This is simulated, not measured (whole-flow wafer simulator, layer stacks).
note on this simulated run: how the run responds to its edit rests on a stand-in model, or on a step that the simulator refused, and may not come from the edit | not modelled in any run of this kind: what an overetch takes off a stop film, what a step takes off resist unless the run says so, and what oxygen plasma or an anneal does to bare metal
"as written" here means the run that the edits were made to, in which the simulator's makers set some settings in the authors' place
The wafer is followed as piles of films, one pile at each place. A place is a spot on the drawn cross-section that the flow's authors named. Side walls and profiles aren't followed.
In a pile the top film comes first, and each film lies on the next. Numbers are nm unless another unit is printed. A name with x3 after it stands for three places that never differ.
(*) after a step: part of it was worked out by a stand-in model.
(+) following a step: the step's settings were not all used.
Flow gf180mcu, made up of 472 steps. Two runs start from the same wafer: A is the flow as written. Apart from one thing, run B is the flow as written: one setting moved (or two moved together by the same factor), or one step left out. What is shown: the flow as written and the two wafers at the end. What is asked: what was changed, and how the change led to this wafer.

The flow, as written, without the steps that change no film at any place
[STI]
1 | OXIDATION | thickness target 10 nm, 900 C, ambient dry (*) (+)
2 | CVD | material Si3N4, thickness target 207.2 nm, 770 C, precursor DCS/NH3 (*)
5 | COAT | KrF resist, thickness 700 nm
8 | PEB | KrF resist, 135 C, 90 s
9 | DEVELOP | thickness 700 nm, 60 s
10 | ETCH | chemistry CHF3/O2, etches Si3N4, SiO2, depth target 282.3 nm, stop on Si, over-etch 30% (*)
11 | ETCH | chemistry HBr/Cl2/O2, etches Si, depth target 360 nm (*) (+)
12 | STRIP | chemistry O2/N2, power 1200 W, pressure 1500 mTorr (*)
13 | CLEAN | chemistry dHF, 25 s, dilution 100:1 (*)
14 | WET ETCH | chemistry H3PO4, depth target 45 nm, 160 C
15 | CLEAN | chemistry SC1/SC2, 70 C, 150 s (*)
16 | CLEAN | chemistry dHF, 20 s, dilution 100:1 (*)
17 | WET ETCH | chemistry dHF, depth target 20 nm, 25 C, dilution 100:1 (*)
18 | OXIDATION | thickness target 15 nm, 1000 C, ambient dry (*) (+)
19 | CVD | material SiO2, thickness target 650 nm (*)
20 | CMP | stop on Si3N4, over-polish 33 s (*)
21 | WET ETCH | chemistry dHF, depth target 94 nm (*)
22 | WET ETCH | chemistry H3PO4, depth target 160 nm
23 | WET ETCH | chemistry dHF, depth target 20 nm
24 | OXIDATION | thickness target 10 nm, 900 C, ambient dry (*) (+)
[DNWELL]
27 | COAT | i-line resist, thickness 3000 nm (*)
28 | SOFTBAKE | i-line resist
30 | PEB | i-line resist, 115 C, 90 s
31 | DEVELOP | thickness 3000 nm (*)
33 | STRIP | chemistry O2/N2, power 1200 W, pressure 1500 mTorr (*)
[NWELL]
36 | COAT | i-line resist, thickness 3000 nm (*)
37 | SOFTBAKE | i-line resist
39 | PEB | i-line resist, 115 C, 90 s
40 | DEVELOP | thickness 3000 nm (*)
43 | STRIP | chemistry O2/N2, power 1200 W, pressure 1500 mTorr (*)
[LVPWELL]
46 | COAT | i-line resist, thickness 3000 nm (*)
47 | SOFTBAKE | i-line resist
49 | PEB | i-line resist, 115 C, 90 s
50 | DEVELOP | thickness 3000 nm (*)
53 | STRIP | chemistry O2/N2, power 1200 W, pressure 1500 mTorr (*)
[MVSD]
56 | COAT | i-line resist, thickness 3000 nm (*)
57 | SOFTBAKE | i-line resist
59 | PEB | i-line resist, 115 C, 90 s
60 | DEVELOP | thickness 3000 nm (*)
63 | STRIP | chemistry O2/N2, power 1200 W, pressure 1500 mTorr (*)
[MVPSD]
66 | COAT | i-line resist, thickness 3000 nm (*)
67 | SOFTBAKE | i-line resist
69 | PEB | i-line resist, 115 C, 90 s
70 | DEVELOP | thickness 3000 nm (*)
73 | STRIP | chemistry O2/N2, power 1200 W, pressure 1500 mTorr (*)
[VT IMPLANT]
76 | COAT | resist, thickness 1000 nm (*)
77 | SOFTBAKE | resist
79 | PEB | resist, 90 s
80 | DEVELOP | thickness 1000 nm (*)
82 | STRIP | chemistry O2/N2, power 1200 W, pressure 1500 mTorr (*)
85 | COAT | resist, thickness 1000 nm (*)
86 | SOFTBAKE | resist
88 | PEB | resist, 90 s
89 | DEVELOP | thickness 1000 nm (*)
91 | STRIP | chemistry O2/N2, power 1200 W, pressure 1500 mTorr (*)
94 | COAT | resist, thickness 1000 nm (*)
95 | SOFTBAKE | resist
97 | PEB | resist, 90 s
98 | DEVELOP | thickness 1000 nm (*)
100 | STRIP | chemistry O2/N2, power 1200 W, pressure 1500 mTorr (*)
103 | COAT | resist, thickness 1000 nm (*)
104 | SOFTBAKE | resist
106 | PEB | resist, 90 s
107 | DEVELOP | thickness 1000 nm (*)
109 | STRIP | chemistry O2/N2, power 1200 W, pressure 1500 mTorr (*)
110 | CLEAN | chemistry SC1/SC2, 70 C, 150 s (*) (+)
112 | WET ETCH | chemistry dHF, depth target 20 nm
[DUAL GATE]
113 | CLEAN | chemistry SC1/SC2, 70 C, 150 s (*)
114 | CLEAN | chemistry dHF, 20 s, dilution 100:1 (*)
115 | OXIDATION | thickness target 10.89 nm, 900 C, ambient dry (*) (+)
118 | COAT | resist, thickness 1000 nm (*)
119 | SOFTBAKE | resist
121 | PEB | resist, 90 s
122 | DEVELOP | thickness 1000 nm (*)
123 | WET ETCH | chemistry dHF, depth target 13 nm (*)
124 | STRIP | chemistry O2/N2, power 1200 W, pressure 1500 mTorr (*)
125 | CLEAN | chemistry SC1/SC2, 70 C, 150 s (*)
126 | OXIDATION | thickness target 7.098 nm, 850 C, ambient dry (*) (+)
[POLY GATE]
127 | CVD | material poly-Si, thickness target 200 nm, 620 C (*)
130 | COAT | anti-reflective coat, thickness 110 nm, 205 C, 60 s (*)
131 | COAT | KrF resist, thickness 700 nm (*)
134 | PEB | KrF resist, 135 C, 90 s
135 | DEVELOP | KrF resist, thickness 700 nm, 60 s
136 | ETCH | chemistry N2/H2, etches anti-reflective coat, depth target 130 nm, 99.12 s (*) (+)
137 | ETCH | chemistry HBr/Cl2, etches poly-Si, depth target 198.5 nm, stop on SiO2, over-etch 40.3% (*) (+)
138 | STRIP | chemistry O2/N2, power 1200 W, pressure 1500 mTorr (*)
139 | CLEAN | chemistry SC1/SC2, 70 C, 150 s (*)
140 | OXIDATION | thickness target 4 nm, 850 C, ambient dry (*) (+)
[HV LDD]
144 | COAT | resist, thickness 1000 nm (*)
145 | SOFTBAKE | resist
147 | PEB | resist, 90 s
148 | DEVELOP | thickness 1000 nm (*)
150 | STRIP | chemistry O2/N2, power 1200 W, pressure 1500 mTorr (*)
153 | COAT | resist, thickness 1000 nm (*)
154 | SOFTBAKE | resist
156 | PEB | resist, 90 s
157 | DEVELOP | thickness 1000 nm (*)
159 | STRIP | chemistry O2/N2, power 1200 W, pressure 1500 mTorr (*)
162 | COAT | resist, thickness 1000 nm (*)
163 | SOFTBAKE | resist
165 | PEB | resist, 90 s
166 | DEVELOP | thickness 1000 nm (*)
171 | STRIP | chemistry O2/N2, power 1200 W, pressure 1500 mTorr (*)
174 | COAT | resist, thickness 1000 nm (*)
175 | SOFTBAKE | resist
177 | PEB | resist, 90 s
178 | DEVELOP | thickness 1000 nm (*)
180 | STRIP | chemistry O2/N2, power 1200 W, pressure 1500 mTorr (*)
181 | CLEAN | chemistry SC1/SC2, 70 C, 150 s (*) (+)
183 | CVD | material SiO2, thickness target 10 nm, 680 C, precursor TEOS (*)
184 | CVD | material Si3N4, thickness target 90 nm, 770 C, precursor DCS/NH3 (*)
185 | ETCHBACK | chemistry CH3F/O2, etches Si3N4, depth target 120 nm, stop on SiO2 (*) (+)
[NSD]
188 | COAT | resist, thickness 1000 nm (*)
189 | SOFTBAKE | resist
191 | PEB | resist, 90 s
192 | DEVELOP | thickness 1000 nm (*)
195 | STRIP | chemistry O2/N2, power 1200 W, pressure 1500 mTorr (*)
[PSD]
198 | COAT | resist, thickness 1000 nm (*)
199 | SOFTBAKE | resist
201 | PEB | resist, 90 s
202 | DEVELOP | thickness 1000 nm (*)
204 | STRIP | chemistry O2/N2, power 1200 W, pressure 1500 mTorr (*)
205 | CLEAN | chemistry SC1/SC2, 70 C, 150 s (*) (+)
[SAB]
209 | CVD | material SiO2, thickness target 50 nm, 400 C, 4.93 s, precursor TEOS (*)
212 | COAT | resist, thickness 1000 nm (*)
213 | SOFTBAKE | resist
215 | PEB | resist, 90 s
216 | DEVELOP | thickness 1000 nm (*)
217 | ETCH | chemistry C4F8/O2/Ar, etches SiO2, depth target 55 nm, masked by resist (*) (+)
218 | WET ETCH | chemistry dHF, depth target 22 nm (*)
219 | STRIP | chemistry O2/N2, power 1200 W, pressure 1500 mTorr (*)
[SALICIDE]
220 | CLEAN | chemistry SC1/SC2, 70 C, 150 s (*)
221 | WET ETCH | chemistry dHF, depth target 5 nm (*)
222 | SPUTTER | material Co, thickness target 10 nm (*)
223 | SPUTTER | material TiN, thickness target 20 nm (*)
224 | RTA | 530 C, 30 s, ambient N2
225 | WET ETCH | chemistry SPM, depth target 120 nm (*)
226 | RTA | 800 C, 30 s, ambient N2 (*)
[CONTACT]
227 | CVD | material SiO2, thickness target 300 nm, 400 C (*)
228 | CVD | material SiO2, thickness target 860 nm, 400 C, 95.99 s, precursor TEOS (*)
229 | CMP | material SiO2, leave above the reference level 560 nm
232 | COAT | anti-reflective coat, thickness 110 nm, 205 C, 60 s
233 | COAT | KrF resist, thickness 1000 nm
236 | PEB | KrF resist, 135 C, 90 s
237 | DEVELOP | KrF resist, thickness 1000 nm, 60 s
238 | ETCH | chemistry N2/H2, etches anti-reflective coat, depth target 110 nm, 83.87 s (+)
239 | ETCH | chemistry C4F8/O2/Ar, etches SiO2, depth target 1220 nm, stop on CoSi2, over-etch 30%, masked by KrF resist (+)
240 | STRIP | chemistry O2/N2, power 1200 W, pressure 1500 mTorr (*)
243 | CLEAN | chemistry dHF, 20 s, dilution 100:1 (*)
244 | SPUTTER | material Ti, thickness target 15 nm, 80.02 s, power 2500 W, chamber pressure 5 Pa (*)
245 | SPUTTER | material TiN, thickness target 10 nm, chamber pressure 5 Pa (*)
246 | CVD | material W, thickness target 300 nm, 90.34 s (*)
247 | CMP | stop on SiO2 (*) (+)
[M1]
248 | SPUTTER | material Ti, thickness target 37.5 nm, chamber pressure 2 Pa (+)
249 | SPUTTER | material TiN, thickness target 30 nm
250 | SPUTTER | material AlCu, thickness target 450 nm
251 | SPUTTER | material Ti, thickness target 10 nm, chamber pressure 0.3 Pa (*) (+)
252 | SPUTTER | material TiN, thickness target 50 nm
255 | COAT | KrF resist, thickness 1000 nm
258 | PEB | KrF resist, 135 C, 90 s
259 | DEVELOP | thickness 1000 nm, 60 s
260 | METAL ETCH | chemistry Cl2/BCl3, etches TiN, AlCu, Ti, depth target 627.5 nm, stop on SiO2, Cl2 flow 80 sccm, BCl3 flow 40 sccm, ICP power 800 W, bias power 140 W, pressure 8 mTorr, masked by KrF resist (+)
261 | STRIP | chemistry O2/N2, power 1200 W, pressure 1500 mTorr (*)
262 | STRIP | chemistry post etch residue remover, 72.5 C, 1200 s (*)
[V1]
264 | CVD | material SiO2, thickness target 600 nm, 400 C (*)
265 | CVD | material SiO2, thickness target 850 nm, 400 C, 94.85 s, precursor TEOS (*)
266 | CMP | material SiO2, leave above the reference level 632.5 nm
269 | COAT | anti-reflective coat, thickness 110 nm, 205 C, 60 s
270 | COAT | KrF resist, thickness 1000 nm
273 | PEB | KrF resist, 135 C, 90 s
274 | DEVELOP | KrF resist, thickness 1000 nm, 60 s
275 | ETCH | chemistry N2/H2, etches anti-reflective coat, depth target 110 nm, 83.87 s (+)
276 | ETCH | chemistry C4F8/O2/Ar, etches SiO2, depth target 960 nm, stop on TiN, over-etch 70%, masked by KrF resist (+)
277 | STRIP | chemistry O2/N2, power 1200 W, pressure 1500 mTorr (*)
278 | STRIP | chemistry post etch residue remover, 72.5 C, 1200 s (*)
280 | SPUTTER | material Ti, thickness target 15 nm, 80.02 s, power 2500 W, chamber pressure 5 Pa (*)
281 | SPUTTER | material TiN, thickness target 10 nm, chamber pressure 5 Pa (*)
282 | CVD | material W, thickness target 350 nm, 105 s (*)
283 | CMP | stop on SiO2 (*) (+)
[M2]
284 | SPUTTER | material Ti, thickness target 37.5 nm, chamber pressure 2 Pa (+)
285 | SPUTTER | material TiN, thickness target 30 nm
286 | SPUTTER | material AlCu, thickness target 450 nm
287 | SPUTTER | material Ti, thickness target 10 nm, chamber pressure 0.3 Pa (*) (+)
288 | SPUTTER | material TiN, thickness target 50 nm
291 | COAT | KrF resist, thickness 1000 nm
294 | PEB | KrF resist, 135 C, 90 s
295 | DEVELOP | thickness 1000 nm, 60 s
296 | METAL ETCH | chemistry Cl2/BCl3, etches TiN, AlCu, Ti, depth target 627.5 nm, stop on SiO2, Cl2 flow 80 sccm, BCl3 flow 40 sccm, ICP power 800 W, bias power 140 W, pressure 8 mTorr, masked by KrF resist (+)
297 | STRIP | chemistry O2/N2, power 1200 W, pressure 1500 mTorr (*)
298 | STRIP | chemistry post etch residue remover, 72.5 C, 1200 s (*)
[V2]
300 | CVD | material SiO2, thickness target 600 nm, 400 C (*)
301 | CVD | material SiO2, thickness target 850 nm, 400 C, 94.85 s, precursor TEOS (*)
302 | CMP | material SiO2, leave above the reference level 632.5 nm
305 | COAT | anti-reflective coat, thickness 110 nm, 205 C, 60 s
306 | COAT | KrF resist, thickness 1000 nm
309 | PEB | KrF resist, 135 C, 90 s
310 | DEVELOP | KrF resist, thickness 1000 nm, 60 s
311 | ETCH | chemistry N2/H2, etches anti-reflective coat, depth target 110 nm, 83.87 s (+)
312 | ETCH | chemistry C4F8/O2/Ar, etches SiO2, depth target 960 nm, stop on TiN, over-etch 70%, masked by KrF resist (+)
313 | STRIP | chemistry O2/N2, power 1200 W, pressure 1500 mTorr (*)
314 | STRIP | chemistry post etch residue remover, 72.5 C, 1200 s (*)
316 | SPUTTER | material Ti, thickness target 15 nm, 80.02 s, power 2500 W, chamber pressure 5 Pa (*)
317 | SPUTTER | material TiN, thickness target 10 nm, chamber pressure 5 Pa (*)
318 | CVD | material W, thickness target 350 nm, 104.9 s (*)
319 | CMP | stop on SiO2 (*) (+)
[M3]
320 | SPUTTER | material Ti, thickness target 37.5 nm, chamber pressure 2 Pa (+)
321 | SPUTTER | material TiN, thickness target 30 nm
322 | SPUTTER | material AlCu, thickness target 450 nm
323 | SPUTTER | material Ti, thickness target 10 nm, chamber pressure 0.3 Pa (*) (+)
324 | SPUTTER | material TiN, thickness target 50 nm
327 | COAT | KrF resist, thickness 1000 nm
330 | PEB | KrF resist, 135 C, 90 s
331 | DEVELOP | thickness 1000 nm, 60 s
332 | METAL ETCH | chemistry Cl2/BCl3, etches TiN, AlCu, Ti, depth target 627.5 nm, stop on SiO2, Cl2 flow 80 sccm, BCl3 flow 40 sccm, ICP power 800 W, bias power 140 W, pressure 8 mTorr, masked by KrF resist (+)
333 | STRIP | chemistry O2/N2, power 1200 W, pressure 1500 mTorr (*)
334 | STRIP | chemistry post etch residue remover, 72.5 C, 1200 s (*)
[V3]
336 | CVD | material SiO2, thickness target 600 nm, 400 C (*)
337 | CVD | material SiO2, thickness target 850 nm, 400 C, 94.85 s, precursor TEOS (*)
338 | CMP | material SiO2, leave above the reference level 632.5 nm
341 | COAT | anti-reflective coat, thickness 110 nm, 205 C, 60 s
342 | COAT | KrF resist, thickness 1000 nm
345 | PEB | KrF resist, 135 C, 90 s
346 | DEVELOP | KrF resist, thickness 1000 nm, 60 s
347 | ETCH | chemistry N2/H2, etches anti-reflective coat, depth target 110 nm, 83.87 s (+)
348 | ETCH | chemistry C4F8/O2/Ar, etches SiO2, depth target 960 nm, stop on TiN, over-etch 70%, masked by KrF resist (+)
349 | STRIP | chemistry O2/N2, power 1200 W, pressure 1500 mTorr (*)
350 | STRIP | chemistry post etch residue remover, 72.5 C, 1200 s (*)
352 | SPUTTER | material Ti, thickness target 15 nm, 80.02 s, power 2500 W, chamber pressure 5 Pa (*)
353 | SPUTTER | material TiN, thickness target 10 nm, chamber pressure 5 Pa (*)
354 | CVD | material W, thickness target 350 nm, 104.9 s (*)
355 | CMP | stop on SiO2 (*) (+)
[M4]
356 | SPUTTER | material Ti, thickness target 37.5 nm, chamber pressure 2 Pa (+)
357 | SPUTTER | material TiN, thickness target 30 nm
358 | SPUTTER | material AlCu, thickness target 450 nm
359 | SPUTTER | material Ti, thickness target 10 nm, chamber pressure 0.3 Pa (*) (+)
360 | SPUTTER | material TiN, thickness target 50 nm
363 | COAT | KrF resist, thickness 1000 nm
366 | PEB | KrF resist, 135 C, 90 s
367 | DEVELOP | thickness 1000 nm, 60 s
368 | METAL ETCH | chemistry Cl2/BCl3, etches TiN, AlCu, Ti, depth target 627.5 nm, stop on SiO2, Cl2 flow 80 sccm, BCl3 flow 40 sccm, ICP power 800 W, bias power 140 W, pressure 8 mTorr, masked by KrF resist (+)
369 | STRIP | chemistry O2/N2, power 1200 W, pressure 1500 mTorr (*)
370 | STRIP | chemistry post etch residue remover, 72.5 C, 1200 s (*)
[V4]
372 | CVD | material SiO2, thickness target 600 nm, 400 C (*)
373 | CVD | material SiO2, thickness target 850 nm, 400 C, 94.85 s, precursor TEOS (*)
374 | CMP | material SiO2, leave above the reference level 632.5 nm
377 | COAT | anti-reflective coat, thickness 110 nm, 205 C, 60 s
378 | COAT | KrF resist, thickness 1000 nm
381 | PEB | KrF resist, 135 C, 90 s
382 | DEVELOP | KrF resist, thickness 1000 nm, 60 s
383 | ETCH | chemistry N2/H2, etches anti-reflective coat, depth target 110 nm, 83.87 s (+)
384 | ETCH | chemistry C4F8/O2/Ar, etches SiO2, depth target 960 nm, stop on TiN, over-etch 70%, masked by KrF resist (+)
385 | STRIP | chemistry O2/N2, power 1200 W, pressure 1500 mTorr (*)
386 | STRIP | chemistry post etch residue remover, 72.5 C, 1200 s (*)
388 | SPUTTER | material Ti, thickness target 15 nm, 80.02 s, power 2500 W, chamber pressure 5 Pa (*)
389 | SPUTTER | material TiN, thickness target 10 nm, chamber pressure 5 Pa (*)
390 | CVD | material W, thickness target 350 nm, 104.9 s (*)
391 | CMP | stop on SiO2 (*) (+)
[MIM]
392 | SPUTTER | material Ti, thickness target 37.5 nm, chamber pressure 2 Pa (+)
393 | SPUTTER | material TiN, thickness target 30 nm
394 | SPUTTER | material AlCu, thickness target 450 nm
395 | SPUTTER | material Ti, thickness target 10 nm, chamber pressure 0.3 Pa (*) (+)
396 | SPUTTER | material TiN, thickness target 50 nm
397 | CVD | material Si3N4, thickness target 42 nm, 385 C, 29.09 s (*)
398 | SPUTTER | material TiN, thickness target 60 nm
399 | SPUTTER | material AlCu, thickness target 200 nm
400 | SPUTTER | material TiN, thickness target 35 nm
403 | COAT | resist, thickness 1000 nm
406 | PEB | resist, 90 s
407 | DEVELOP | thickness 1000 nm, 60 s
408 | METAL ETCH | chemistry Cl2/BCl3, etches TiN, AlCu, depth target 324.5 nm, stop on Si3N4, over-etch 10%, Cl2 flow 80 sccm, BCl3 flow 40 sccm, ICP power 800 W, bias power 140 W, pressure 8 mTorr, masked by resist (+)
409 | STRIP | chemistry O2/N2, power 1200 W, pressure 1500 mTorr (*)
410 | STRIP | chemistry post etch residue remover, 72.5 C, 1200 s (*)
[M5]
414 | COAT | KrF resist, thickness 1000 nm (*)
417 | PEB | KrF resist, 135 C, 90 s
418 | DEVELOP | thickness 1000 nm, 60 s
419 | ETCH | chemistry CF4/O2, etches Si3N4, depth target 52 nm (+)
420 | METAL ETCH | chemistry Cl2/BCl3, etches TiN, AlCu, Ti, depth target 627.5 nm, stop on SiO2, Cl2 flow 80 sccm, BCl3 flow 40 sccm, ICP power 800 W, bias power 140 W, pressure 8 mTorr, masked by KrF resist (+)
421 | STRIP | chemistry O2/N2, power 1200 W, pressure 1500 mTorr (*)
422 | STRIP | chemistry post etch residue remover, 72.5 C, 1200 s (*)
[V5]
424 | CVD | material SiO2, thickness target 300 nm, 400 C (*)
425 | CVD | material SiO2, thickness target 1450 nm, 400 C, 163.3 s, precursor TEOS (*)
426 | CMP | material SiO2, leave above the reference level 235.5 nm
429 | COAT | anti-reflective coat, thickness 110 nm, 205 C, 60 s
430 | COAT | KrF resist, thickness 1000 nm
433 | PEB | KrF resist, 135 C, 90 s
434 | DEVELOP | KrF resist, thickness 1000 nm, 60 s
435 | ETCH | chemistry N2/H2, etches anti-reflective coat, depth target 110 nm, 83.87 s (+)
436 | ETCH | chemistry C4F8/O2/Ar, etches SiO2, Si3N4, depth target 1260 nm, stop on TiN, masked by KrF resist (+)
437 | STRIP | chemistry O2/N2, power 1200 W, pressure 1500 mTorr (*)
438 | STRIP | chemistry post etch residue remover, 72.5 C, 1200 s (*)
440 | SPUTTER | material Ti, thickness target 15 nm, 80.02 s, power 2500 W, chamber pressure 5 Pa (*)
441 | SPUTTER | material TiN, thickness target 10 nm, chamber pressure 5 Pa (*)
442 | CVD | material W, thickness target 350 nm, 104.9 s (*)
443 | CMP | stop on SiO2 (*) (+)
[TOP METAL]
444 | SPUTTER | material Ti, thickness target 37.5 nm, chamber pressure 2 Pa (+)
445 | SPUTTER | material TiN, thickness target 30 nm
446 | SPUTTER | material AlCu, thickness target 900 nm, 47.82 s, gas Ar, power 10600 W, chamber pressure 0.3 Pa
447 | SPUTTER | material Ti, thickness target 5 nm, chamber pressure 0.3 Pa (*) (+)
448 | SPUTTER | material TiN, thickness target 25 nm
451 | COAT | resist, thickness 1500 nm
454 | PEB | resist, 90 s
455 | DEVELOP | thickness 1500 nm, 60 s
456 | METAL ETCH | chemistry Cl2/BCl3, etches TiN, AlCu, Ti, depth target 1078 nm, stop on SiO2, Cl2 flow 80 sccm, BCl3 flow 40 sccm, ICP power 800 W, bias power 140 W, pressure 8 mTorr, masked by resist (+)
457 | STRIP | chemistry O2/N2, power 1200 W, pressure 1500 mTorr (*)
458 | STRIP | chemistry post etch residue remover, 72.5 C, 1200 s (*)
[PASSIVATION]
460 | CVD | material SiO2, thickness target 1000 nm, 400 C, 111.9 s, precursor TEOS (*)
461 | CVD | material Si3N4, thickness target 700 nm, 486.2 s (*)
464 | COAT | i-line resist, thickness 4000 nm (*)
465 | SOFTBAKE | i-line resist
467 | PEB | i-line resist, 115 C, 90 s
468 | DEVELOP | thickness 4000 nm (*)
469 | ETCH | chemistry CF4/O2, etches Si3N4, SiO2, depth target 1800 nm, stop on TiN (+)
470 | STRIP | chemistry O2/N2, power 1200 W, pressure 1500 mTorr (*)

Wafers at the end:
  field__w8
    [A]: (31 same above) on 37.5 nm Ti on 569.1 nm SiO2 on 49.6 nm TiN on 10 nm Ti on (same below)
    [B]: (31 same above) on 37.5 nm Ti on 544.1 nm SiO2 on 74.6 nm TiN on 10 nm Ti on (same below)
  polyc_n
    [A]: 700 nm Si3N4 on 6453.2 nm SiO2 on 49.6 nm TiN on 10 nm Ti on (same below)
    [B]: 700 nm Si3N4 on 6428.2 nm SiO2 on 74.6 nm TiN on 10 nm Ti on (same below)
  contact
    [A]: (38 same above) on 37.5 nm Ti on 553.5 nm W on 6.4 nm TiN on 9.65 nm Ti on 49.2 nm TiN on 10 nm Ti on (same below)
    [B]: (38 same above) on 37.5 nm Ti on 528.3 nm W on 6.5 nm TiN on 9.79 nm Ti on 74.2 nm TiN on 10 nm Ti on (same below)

The reason: step 252, SPUTTER: thickness target 75 nm was run, while the flow as written has thickness target 50 nm.

The path from the change to this, step by step:
  252 | SPUTTER | material TiN, thickness target 50 nm
      field, field__w1, field__w2 and 108 more: A +50 TiN (new film) | B +75 TiN (new film)
  260 | METAL ETCH | chemistry Cl2/BCl3, etches TiN, AlCu, Ti, depth target 627.5 nm, stop on SiO2, Cl2 flow 80 sccm, BCl3 flow 40 sccm, ICP power 800 W, bias power 140 W, pressure 8 mTorr, masked by KrF resist (+)
      field, field__w1, field__w2 and 99 more: A -50 TiN (all of it), -10 Ti (all of it), -450 AlCu (all of it), -30 TiN (all of it), -37.5 Ti (all of it) | B -75 TiN (all of it), -10 Ti (all of it), -450 AlCu (all of it), -30 TiN (all of it), -37.5 Ti (all of it)
  266 | CMP | material SiO2, leave above the reference level 632.5 nm
      field__w8, contact, m1 and 6 more: A -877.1 SiO2 | B -902.1 SiO2
  276 | ETCH | chemistry C4F8/O2/Ar, etches SiO2, depth target 960 nm, stop on TiN, over-etch 70%, masked by KrF resist (+)
      field, field__w1, field__w2 and 107 more: A -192 KrF resist | B -186 KrF resist
      contact: A -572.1 SiO2 (all of it) | B -547.1 SiO2 (all of it)
  282 | CVD | material W, thickness target 350 nm, 105 s (*)
      contact: A +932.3 W (new film) | B +907 W (new film)
